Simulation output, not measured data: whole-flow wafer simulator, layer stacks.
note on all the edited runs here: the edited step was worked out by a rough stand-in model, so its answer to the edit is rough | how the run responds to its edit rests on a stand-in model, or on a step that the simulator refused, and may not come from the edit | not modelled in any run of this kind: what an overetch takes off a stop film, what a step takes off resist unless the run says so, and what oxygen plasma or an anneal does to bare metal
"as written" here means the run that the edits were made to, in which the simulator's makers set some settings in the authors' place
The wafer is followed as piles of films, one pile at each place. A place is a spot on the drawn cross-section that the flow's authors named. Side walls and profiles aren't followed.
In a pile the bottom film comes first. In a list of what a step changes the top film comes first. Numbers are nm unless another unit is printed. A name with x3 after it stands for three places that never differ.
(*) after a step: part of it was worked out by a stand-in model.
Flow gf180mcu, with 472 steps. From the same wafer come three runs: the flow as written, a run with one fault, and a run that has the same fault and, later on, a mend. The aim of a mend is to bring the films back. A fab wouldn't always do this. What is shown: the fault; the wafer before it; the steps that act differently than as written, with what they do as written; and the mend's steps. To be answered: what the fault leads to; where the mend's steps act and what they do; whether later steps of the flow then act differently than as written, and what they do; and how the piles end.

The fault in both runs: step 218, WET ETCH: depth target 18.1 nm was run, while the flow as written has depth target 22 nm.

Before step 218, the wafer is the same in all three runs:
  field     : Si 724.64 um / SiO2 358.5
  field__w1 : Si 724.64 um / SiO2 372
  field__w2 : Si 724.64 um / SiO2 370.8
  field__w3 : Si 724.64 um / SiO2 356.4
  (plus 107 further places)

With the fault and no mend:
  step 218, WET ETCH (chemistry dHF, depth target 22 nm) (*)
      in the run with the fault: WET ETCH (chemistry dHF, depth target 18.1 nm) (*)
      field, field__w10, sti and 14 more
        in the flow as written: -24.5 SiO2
        in the run with the fault: -20.2 SiO2
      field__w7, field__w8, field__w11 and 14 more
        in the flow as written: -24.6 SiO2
        in the run with the fault: -20.3 SiO2
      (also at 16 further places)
  Steps later in the flow that act otherwise than as written (5 more steps, not shown, differ only slightly: by at most 2% or 0.5 nm, whichever is larger):
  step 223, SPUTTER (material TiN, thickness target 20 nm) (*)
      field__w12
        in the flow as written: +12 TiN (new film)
        in the run with the fault: +12.7 TiN (new film)
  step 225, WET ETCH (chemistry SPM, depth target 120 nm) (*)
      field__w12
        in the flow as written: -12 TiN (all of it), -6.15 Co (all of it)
        in the run with the fault: -12.7 TiN (all of it), -6.23 Co (all of it)
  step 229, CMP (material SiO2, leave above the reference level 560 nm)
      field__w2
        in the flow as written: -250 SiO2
        in the run with the fault: -255.3 SiO2
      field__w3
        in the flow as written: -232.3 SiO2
        in the run with the fault: -237.5 SiO2
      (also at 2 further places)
  When the end is reached, the piles differ only a little from the flow's at the places that both follow, at most by 2% or 0.5 nm, whichever is larger.

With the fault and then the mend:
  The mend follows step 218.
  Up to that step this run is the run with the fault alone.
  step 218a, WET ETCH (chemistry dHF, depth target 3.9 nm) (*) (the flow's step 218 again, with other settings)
      field, field__w1, field__w2 and 47 more
        -3.9 SiO2
  Later steps of the flow that are run all act as written at every place that is followed, up to a difference of at most 2% or 0.5 nm, whichever is larger.
  When the end is reached, the piles differ only a little from the flow's at the places that both follow, at most by 2% or 0.5 nm, whichever is larger.
